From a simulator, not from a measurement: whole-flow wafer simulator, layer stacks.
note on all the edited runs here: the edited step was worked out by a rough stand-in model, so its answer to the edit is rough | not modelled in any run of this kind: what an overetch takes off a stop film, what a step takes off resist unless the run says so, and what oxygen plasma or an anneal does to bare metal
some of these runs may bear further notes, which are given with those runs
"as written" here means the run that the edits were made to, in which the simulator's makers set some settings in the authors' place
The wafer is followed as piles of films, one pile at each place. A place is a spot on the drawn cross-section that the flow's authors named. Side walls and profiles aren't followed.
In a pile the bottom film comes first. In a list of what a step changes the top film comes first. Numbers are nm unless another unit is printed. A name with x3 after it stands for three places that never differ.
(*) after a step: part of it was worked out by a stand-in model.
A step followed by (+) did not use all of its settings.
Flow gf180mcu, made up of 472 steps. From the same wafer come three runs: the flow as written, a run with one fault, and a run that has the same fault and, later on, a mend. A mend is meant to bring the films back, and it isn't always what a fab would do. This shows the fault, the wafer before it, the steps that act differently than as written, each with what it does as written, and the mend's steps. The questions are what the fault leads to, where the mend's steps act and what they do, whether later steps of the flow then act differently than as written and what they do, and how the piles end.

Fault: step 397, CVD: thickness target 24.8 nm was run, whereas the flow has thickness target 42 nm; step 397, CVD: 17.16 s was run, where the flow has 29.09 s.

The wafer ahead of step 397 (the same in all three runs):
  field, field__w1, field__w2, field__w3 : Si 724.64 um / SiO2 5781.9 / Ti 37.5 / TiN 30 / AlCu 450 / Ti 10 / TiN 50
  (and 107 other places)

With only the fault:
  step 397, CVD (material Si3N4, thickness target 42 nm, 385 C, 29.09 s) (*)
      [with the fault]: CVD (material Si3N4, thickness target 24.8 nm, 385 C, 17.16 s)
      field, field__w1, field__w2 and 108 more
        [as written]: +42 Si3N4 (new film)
        [with the fault]: +24.8 Si3N4 (new film)
  Later steps of the flow acting differently than as written (5 more steps, not shown, differ only slightly: by at most 2% or 0.5 nm, whichever is larger):
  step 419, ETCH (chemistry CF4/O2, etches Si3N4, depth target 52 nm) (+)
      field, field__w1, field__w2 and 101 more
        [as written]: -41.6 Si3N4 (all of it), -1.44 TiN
        [with the fault]: -24.5 Si3N4 (all of it), -1.7 TiN
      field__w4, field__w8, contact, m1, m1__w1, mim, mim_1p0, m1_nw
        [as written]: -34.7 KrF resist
        [with the fault]: -24.5 KrF resist
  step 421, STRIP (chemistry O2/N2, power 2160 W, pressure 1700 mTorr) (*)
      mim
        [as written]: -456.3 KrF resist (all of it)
        [with the fault]: -466.5 KrF resist (all of it)
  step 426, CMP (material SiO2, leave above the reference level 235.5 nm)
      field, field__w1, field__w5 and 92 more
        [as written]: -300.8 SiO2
        [with the fault]: -318 SiO2
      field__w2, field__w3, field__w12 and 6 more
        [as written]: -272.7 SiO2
        [with the fault]: -290.6 SiO2
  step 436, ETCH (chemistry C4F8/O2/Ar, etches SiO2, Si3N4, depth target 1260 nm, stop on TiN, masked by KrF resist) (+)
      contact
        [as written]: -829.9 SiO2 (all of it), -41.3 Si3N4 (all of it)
        [with the fault]: -829.9 SiO2 (all of it), -24.1 Si3N4 (all of it)
  By the end, the piles at field__w4, field__w8, contact, m1, m1__w1, mim, mim_1p0, m1_nw depart from the flow's by more than 2% or 0.5 nm, whichever is larger.
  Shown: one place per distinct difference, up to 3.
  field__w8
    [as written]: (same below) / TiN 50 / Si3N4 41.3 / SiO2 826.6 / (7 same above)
    [with the fault]: (same below) / TiN 50 / Si3N4 24.1 / SiO2 826.6 / (7 same above)
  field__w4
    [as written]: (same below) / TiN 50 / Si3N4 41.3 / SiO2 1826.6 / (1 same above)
    [with the fault]: (same below) / TiN 50 / Si3N4 24.1 / SiO2 1826.6 / (1 same above)
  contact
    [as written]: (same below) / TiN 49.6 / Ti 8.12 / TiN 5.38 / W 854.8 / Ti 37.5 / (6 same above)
    [with the fault]: (same below) / TiN 49.6 / Ti 8.2 / TiN 5.43 / W 837.5 / Ti 37.5 / (6 same above)

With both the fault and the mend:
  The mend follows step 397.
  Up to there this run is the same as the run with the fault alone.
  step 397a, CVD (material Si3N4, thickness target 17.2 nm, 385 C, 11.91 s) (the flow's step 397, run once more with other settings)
      field, field__w1, field__w2 and 108 more
        +17.2 Si3N4
  None of the later steps of the flow differs from how it acts as written, at any place that is followed, by more than 2% or 0.5 nm, whichever is larger.
  When the end is reached, the piles differ only a little from the flow's at the places that both follow, at most by 2% or 0.5 nm, whichever is larger.
